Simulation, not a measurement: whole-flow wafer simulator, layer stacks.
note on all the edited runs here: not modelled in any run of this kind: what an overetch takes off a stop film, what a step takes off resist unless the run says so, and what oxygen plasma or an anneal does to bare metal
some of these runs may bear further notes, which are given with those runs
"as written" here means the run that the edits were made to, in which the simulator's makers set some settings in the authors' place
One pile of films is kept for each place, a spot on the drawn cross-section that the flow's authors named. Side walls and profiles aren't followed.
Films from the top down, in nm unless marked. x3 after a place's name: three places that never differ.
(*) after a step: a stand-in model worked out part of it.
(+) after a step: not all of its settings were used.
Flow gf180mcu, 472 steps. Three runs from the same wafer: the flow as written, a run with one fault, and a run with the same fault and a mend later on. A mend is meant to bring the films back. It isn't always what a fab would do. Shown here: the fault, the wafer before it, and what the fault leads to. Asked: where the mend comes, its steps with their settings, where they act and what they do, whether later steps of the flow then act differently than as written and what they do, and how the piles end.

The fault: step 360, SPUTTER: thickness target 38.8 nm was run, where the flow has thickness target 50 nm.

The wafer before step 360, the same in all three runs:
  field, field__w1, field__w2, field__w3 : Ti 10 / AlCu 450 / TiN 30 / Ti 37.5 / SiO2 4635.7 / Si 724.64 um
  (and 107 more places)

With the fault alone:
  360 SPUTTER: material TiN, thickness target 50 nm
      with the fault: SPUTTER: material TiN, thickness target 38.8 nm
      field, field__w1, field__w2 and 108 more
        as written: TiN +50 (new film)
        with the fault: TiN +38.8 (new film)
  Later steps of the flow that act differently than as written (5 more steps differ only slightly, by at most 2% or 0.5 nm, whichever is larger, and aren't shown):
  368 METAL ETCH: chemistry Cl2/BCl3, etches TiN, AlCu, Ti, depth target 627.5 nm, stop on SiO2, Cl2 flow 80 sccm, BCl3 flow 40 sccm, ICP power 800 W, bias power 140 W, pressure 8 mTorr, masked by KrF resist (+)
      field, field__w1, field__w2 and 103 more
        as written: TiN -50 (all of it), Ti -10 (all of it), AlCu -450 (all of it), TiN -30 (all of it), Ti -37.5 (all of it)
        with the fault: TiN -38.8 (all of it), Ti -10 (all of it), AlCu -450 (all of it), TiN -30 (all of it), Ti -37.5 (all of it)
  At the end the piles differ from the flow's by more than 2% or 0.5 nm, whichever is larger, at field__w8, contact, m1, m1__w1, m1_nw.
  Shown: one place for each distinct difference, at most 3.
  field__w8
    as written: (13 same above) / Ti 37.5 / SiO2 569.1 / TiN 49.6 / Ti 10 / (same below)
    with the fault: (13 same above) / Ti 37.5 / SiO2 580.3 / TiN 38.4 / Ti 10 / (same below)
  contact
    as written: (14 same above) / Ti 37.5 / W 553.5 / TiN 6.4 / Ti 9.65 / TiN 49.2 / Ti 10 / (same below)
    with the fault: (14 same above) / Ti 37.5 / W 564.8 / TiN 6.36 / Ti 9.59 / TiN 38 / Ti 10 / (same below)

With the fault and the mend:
  The mend comes after step 367.
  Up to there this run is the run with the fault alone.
  367a STRIP: chemistry O2/N2, power 2160 W, pressure 1700 mTorr (*)
      field__w8, contact, m1, m1__w1, m1_nw
        KrF resist -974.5 (all of it)
  367b SPUTTER: material TiN, thickness target 11.2 nm (the flow's step 360 once more, with other settings)
      field, field__w1, field__w2 and 108 more
        TiN +11.2
  367c HMDS: 120 C, 60 s (the flow's step 362 once more)
      changes no film at any place that is followed
  367d COAT: KrF resist, thickness 1000 nm (the flow's step 363 once more)
      field, field__w1, field__w2 and 108 more
        KrF resist +1000 (new film)
  367e SOFTBAKE: KrF resist (the flow's step 364 once more)
      changes no film at any place that is followed
  367f EXPOSE: photomask Metal4 (the flow's step 365 once more)
      changes no film at any place that is followed
  367g PEB: KrF resist, 135 C, 90 s (the flow's step 366 once more)
      field, field__w1, field__w2 and 108 more
        KrF resist -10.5
  367h DEVELOP: thickness 1000 nm, 60 s (the flow's step 367 once more)
      field, field__w1, field__w2 and 103 more
        KrF resist -989.5 (all of it)
      field__w8, contact, m1, m1__w1, m1_nw
        KrF resist -14.9
  No later step of the flow acts differently than as written at any place that is followed.
  At the end the piles are the same as the flow's at every place that both follow.
